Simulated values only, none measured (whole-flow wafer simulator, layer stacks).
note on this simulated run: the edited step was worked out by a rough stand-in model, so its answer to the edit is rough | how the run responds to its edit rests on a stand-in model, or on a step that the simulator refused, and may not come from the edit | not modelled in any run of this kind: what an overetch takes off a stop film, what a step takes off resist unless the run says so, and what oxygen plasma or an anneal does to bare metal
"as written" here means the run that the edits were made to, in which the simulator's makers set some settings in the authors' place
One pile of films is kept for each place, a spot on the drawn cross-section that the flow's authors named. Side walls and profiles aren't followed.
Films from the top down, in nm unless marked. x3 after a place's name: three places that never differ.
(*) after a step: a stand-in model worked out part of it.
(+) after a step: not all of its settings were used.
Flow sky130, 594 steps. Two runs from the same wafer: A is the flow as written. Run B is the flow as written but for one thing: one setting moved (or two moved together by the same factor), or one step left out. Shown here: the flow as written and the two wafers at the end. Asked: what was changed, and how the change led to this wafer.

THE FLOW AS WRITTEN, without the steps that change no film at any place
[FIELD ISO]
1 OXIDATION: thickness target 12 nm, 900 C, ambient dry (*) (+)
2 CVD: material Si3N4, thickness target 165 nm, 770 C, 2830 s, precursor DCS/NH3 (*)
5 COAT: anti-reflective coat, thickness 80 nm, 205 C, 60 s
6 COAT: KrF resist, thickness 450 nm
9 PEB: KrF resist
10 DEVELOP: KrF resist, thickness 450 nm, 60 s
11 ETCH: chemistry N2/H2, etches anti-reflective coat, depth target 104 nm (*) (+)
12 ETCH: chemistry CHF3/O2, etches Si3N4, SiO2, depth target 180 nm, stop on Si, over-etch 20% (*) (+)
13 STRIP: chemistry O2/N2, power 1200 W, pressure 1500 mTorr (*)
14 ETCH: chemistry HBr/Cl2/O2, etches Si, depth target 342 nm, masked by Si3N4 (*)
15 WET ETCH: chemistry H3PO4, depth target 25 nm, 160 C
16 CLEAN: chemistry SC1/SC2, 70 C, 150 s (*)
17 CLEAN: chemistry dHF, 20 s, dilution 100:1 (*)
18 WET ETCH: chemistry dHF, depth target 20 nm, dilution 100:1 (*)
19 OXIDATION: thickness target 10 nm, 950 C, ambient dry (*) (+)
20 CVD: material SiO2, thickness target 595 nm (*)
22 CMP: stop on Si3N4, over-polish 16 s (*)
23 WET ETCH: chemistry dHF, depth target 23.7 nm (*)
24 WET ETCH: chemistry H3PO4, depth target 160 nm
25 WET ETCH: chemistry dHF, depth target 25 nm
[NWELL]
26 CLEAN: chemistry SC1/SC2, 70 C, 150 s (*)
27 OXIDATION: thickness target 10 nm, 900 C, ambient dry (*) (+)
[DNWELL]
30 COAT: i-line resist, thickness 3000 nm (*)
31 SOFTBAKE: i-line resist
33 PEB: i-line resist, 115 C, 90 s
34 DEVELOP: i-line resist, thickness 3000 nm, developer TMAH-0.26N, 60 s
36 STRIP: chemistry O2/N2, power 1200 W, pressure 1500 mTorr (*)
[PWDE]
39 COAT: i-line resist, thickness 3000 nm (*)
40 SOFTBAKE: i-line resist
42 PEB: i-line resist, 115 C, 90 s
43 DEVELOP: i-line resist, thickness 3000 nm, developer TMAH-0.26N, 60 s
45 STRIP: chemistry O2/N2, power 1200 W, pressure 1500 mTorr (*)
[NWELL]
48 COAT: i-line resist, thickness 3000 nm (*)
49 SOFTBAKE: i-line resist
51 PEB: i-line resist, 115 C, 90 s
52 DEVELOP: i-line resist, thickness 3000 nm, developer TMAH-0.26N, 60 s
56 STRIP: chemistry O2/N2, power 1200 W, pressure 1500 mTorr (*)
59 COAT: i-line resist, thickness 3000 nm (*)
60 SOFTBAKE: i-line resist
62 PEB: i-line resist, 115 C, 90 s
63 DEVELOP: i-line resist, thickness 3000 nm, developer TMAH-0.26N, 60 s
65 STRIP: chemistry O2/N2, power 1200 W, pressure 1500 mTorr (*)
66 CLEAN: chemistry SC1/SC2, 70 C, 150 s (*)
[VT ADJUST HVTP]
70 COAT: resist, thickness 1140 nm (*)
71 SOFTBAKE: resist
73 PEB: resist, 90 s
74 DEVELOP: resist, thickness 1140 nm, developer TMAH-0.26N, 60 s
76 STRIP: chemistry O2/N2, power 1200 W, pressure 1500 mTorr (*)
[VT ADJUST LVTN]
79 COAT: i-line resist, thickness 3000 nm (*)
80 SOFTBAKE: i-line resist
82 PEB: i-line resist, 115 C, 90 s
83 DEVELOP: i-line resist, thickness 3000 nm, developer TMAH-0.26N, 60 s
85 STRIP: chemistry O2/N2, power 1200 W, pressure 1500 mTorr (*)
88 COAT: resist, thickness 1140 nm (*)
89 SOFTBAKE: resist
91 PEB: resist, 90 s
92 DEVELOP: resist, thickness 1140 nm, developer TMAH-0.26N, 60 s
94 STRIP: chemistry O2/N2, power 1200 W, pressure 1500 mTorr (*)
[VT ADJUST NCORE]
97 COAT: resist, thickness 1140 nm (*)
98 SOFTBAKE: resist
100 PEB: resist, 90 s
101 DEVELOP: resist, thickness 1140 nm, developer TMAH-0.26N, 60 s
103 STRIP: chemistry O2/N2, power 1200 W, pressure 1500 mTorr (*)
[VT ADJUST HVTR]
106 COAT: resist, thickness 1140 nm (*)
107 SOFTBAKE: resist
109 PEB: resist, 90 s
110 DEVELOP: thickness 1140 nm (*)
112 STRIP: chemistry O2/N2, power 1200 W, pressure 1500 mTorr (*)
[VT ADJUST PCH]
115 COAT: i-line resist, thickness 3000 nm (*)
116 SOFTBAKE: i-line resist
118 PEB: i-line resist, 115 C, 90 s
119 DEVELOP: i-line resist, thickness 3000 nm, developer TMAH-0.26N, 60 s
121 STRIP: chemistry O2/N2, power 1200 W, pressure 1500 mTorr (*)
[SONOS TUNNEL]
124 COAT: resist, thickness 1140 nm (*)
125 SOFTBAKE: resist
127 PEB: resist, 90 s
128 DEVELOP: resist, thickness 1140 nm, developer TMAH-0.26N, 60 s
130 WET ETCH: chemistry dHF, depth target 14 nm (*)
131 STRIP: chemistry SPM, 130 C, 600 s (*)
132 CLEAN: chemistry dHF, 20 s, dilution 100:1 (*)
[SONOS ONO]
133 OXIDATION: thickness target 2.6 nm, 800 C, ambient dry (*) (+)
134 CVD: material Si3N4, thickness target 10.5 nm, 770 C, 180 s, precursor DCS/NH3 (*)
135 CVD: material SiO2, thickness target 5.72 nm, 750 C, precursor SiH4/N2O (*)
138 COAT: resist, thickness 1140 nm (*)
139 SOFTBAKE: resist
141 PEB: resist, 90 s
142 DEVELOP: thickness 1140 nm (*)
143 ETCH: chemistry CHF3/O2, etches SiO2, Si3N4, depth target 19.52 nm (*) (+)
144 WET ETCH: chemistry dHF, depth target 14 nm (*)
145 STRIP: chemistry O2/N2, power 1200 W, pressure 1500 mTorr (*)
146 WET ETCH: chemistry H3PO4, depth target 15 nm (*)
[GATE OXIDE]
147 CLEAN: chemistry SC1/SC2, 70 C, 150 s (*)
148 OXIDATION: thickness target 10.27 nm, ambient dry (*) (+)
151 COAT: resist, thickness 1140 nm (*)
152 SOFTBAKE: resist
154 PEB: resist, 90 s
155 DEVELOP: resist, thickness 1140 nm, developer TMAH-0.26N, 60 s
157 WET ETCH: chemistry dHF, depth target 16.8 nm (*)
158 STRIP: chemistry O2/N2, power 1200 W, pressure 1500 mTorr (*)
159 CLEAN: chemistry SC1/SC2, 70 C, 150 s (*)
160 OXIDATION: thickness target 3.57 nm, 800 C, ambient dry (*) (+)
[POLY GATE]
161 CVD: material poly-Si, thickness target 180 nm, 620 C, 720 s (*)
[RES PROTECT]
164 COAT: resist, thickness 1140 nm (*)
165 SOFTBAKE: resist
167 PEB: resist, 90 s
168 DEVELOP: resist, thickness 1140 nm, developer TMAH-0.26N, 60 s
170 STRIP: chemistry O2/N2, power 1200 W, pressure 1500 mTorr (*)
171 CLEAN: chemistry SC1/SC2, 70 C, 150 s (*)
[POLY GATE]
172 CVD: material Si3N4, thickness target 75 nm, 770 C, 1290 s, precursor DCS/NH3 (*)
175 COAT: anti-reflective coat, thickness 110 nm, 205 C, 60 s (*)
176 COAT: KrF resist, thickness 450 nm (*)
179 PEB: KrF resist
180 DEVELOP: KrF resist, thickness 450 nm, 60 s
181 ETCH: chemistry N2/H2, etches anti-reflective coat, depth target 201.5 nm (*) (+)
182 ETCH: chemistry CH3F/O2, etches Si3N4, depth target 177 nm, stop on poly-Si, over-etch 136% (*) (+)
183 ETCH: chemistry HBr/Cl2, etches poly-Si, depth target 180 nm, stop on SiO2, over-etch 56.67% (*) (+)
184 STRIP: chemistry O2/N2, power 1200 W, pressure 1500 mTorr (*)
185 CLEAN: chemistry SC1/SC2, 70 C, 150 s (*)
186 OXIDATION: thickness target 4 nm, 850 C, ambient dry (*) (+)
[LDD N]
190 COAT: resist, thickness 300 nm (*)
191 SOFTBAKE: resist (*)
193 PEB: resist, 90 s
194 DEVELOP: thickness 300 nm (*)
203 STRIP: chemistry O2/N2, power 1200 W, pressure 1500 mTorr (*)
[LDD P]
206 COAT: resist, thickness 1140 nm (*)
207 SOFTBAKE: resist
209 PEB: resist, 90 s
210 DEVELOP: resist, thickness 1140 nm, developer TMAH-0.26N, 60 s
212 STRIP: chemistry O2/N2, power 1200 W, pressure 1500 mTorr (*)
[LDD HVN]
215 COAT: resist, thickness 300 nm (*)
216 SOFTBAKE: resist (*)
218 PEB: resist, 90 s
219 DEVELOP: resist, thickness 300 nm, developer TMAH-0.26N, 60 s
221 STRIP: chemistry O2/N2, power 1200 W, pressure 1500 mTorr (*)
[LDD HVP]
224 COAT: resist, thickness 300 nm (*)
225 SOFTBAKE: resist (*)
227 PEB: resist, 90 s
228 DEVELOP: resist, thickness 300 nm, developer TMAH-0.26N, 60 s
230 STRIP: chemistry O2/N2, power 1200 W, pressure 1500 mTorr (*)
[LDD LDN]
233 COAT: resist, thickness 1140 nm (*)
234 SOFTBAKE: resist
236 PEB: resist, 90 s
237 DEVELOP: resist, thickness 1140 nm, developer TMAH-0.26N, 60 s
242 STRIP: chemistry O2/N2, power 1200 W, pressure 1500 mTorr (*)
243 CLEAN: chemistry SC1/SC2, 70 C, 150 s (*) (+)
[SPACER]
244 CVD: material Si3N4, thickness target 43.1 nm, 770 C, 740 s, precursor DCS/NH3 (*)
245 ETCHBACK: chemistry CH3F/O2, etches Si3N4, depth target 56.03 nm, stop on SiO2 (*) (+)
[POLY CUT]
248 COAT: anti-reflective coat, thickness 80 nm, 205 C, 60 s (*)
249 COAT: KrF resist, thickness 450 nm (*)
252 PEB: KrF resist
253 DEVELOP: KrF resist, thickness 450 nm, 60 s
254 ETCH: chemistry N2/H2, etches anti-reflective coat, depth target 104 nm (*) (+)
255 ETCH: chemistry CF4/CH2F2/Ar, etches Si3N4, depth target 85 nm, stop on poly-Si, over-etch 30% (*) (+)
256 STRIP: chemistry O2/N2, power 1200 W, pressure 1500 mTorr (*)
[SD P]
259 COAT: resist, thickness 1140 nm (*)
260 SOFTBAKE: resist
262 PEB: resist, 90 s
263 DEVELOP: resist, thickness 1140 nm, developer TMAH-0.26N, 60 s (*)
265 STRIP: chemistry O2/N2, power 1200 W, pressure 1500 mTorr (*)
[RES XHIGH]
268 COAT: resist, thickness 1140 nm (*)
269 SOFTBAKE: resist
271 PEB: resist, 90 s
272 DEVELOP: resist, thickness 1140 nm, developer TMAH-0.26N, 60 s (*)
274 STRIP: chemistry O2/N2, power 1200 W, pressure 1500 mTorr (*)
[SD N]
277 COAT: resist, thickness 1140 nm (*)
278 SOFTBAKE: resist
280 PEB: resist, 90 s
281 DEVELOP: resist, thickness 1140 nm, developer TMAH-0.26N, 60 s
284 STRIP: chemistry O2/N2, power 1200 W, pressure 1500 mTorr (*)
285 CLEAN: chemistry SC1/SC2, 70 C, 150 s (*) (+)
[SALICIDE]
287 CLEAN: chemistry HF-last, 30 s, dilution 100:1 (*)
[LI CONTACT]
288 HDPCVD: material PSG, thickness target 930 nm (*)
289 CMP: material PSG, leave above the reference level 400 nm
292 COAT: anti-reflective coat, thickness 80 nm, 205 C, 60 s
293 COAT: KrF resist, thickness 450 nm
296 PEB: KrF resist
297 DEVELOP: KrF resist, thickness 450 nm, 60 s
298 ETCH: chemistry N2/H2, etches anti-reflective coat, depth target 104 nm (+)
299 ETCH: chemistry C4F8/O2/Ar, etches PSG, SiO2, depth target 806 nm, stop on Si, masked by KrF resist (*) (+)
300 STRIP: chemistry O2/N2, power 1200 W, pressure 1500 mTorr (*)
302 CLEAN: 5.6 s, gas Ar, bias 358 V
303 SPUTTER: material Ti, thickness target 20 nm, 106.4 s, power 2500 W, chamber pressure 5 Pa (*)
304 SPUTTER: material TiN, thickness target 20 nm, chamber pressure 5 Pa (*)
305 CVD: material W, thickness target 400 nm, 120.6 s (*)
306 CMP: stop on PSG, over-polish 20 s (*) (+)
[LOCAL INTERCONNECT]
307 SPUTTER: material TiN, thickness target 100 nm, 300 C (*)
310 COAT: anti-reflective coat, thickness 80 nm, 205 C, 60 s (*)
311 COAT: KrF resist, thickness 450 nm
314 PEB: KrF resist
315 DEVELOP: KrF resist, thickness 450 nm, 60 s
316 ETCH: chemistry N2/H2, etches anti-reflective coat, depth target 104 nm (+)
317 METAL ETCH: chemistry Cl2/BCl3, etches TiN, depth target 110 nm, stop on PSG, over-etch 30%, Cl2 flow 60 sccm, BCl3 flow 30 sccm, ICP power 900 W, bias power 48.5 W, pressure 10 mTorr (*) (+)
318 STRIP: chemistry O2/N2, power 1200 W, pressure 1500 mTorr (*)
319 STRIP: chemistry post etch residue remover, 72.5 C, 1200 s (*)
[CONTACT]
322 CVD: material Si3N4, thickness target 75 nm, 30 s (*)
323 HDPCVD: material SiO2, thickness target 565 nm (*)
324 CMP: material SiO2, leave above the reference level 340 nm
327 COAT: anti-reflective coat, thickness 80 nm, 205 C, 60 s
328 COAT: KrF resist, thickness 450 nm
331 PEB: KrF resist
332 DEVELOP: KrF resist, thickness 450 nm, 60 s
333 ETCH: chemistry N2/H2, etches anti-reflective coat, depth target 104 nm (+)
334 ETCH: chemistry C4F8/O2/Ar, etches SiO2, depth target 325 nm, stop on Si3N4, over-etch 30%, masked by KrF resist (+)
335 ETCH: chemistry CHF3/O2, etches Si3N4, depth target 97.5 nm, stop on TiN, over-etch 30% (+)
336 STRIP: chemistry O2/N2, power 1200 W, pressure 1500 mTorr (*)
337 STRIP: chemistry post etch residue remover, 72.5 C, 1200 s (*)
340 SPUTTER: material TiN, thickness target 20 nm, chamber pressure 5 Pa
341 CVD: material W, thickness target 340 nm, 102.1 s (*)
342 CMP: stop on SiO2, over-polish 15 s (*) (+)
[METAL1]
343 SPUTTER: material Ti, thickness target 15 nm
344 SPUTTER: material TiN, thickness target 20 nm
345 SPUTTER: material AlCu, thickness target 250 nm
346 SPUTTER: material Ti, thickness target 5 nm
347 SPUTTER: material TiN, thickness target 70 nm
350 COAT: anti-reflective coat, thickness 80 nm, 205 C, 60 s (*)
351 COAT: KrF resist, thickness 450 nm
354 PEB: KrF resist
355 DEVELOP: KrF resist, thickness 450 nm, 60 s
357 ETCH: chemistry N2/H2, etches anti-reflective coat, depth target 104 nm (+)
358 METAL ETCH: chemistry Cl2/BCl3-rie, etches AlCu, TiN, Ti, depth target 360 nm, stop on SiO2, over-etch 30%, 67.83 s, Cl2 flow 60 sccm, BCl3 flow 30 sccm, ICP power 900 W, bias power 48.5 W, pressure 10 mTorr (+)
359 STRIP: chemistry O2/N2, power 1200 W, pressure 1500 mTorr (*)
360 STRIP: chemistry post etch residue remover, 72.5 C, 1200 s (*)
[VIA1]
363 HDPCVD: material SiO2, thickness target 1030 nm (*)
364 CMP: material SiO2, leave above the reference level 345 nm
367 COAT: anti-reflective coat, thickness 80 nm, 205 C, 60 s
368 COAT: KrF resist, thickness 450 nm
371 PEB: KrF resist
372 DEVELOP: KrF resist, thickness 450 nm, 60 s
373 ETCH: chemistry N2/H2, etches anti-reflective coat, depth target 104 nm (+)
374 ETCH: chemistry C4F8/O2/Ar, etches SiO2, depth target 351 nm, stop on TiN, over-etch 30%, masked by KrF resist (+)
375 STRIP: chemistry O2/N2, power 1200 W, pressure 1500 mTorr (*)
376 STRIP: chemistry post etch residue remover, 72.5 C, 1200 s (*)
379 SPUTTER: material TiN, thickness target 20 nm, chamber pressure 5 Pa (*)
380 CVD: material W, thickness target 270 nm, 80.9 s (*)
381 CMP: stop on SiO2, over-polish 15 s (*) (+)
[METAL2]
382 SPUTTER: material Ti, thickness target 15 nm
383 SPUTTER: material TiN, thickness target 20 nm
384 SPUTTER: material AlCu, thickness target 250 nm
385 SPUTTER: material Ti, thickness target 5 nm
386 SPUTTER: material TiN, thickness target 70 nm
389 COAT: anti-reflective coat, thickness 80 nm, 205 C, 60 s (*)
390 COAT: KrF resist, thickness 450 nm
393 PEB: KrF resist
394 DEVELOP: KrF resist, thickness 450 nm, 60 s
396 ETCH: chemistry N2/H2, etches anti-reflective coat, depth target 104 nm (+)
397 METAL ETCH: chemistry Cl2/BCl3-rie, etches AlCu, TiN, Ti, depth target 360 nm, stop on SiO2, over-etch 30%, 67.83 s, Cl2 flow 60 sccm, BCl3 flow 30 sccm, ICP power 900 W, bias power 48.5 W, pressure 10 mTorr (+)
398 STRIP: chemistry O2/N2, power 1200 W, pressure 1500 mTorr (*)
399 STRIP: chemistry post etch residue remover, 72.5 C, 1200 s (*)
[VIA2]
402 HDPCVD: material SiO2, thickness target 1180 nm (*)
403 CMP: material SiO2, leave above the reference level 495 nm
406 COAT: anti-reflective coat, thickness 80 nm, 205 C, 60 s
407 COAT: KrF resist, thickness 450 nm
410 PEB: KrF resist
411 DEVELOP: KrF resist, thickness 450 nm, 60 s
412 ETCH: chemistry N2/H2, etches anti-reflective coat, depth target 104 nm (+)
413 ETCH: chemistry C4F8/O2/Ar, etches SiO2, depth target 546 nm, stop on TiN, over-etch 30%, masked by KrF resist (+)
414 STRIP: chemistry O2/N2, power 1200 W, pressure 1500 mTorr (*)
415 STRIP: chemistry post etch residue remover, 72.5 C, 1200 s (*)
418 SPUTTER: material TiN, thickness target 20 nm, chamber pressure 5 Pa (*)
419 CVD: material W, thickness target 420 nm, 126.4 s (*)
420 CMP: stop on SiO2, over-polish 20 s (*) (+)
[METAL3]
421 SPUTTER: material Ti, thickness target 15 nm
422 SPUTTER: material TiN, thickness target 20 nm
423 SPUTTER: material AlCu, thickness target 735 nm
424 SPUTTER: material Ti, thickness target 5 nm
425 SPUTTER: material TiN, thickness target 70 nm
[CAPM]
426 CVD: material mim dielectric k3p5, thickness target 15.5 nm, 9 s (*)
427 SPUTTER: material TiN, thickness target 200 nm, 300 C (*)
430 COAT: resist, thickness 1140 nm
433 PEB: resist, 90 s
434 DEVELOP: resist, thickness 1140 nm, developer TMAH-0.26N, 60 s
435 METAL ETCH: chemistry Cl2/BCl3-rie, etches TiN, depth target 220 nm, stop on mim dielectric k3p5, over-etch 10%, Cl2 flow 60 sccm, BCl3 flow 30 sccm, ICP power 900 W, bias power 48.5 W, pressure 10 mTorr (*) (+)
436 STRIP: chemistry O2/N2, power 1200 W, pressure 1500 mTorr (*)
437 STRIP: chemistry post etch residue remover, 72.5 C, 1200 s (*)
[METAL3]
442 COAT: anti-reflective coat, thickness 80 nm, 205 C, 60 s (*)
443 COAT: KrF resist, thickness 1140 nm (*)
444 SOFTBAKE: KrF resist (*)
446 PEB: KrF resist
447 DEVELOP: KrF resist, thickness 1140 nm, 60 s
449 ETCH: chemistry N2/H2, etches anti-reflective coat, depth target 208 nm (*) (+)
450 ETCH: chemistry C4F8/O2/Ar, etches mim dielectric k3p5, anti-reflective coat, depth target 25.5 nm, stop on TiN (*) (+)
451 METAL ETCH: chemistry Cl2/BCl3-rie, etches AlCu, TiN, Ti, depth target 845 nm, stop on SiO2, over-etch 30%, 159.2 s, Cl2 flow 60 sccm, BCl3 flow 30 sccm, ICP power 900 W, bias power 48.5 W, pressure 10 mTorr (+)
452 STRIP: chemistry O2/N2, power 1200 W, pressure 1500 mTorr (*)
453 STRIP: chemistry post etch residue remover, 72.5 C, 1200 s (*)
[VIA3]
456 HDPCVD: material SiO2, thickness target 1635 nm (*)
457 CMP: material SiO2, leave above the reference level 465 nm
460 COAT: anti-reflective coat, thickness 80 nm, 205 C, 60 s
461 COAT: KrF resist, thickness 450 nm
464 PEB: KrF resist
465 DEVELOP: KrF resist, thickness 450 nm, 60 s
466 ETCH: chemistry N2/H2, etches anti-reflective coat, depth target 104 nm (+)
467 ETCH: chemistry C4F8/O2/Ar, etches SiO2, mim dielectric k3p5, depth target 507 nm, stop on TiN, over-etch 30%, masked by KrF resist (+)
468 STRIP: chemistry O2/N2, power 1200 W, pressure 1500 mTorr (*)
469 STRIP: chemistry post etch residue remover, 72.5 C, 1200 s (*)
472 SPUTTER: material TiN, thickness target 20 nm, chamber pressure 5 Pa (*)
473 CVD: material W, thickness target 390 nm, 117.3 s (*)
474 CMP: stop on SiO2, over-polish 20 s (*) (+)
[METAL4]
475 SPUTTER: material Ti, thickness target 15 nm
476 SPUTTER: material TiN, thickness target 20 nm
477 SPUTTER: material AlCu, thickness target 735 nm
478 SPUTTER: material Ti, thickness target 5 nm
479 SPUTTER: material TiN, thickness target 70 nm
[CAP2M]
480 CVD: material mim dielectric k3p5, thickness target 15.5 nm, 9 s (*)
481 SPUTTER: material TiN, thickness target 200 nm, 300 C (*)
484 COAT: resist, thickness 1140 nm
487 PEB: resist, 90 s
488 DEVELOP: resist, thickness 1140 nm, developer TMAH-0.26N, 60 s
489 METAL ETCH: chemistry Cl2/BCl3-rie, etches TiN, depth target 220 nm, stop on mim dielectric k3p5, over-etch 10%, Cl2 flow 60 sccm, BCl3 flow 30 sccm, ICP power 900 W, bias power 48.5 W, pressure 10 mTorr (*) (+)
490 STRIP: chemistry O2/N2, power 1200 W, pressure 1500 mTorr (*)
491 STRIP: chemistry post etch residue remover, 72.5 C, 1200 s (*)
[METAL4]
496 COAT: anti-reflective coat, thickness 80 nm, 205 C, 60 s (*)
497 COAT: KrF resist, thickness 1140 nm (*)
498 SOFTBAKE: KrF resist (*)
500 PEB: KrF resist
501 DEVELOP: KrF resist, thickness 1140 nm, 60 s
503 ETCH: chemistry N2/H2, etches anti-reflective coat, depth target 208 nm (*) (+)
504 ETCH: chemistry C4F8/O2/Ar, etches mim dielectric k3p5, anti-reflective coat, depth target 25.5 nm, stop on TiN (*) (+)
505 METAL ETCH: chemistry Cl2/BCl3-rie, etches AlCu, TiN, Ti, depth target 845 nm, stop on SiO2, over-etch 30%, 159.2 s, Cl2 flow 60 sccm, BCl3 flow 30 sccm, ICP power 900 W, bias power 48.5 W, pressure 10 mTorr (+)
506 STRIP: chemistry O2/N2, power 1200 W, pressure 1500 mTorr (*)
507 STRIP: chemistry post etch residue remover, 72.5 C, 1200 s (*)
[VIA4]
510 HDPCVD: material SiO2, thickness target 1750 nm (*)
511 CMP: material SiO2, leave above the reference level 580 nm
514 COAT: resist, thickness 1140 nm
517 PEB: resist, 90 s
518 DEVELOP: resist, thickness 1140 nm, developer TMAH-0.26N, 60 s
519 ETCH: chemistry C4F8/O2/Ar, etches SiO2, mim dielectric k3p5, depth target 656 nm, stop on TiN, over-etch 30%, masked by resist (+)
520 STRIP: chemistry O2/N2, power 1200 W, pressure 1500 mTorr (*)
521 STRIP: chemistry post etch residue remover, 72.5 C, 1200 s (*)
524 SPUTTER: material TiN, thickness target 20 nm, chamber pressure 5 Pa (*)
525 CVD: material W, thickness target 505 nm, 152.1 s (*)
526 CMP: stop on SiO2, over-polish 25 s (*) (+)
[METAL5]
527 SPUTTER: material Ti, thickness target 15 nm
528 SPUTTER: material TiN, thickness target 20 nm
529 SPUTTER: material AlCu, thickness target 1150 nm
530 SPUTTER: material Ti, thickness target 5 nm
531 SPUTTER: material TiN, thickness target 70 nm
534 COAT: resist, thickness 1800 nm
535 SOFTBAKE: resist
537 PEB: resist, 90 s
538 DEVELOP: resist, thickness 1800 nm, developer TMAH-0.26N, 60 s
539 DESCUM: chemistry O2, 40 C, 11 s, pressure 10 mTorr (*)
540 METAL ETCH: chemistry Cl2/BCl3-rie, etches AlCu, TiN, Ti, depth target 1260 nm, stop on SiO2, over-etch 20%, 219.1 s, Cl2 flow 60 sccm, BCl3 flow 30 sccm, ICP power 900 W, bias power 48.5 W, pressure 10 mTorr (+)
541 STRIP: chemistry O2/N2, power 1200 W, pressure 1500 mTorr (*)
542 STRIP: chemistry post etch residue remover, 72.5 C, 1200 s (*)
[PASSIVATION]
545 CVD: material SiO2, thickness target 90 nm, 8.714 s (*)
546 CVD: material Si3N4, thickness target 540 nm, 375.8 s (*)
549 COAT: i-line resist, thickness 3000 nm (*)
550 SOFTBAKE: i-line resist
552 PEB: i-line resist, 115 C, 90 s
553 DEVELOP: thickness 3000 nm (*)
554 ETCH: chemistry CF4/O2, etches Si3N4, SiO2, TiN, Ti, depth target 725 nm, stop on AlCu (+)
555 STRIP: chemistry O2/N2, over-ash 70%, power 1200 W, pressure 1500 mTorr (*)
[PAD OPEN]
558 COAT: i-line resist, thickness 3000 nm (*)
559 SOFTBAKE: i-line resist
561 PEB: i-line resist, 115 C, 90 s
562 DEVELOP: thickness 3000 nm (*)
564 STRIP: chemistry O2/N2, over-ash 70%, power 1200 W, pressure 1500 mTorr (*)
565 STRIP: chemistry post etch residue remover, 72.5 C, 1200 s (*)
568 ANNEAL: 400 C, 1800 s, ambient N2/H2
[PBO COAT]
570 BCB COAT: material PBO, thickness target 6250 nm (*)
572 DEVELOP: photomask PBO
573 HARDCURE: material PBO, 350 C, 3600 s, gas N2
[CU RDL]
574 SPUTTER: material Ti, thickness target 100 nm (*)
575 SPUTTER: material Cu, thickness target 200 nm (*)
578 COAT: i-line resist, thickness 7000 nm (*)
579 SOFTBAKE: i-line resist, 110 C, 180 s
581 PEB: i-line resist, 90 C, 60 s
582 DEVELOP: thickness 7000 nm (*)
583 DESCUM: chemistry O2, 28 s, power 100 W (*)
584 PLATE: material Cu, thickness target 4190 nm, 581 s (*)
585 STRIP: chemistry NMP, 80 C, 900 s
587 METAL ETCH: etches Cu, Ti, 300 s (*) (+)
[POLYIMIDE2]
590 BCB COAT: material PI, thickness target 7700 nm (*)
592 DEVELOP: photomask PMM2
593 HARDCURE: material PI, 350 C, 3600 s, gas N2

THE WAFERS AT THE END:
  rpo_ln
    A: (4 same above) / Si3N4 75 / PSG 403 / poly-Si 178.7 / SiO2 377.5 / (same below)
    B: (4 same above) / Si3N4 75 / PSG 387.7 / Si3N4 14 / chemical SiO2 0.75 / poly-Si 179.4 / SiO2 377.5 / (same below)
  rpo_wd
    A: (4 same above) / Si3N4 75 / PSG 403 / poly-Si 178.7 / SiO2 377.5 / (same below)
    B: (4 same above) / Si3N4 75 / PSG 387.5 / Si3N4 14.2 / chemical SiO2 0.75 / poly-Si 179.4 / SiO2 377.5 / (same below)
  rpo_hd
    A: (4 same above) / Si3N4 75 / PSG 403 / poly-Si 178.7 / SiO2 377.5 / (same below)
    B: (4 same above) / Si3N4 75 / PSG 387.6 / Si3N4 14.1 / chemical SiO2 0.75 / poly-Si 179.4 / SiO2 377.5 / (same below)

The cause: step 255, ETCH: depth target 46.8 nm was run, where the flow has depth target 85 nm.

How the change led to this, step by step:
  255 ETCH: chemistry CF4/CH2F2/Ar, etches Si3N4, depth target 85 nm, stop on poly-Si, over-etch 30% (*) (+)
      rpo_wd, rxpo_wd: A Si3N4 -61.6 (all of it), chemical SiO2 -0.75 (all of it) | B Si3N4 -46.8
      poly_licon: A Si3N4 -61.9 (all of it), chemical SiO2 -0.76 (all of it) | B Si3N4 -46.8
      (and at 187 more places)
  256 STRIP: chemistry O2/N2, power 1200 W, pressure 1500 mTorr (*)
      poly_licon, rpo_ln, rpo_wd, rpo_hd, rpo_hd_licon, rxpo_ln, rxpo_wd: A chemical SiO2 +0.8 (new film), poly-Si -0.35 | B nothing
      dice_street, dep_dnw_sti, iso_dnw_wall, grade_field_poly, de16_nwb_sti: A KrF resist -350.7 (all of it), anti-reflective coat -80 (all of it) | B KrF resist -368 (all of it), anti-reflective coat -80 (all of it)
      (and at 178 more places)
  260 SOFTBAKE: resist
      rpm_encl_psd: A nothing | B resist +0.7
  269 SOFTBAKE: resist
      rpm_encl_psd: A nothing | B resist +0.7
  278 SOFTBAKE: resist
      rpm_encl_psd: A nothing | B resist +0.7
  287 CLEAN: chemistry HF-last, 30 s, dilution 100:1 (*)
      rpo_ln, rpo_wd, rpo_hd, rpo_hd_licon, rxpo_ln, rxpo_wd: A chemical SiO2 -0.77 (all of it) | B Si3N4 -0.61
      poly_licon: A chemical SiO2 -0.76 (all of it) | B Si3N4 -0.61
  289 CMP: material PSG, leave above the reference level 400 nm
      poly_licon, rpo_hd_licon: A PSG -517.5 | B PSG -533.4
      rpo_hd, rxpo_wd: A PSG -517.5 | B PSG -533
      (and at 3 more places)
  299 ETCH: chemistry C4F8/O2/Ar, etches PSG, SiO2, depth target 806 nm, stop on Si, masked by KrF resist (*) (+)
      poly_licon: A PSG -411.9 (all of it) | B PSG -396 (all of it), Si3N4 -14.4 (all of it), chemical SiO2 -0.76 (all of it)
      rpo_hd_licon: A PSG -411.9 (all of it) | B PSG -396 (all of it), Si3N4 -14.4 (all of it), chemical SiO2 -0.75 (all of it)
  306 CMP: stop on PSG, over-polish 20 s (*) (+)
      poly_licon: A W -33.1 | B W -33.8
